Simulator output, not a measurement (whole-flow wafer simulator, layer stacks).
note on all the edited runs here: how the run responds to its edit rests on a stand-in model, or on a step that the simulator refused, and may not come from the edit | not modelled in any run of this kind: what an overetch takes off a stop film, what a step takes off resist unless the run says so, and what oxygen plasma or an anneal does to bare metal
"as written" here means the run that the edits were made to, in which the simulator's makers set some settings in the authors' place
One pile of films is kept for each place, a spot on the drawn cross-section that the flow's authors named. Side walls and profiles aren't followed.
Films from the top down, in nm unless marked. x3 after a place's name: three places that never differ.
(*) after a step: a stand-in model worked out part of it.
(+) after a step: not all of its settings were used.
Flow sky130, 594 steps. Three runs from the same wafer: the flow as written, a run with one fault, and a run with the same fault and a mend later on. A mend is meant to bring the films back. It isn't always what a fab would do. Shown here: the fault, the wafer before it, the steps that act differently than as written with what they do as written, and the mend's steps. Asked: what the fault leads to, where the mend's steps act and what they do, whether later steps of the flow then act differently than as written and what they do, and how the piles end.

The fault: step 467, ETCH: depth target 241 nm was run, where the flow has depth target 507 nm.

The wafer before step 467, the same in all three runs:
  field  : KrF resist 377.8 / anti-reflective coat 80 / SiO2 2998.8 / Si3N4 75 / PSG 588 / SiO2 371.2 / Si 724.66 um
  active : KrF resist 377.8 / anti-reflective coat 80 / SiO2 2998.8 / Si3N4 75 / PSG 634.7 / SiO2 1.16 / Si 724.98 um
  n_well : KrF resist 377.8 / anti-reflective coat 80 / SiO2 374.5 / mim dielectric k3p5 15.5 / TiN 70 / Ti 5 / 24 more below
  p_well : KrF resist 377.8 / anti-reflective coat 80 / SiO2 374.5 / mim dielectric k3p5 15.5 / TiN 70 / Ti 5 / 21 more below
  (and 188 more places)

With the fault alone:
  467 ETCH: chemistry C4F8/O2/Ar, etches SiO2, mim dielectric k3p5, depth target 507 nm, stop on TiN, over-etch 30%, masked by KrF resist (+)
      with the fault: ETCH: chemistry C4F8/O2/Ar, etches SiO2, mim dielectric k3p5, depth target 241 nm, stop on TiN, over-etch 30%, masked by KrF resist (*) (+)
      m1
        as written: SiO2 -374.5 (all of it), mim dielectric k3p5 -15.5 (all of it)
        with the fault: SiO2 -241
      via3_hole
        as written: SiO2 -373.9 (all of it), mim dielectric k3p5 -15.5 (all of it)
        with the fault: SiO2 -241
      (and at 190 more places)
  Later steps of the flow that act differently than as written (1 more step differs only slightly, by at most 2% or 0.5 nm, whichever is larger, and isn't shown):
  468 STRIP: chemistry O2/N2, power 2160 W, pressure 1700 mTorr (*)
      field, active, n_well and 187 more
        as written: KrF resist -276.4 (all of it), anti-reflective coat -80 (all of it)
        with the fault: KrF resist -329.6 (all of it), anti-reflective coat -80 (all of it)
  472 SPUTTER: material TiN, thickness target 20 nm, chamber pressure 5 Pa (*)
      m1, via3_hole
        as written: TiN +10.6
        with the fault: TiN +12.8 (new film)
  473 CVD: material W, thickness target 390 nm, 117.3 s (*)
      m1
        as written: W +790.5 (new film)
        with the fault: W +638.8 (new film)
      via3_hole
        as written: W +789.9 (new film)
        with the fault: W +638.8 (new film)
  At the end the piles differ from the flow's by more than 2% or 0.5 nm, whichever is larger, at m1, via3_hole.
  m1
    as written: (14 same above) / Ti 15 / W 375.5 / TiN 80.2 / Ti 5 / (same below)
    with the fault: (14 same above) / Ti 15 / W 223.8 / TiN 12.8 / SiO2 133.5 / mim dielectric k3p5 15.5 / TiN 70 / Ti 5 / (same below)
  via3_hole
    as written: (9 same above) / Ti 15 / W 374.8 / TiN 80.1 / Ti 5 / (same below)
    with the fault: (9 same above) / Ti 15 / W 223.8 / TiN 12.8 / SiO2 132.9 / mim dielectric k3p5 15.5 / TiN 70 / Ti 5 / (same below)

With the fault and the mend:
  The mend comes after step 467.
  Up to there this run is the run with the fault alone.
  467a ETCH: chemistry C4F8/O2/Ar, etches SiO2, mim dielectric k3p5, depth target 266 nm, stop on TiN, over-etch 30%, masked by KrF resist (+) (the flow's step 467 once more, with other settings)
      field, active, n_well and 187 more
        KrF resist -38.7
      m1
        SiO2 -133.5 (all of it), mim dielectric k3p5 -15.5 (all of it)
      via3_hole
        SiO2 -132.9 (all of it), mim dielectric k3p5 -15.5 (all of it)
  Later steps of the flow that act differently than as written:
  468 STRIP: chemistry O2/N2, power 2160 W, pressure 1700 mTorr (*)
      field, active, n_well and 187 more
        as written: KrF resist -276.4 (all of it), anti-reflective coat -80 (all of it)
        with the mend: KrF resist -290.9 (all of it), anti-reflective coat -80 (all of it)
  At the end the piles are the same as the flow's at every place that both follow.
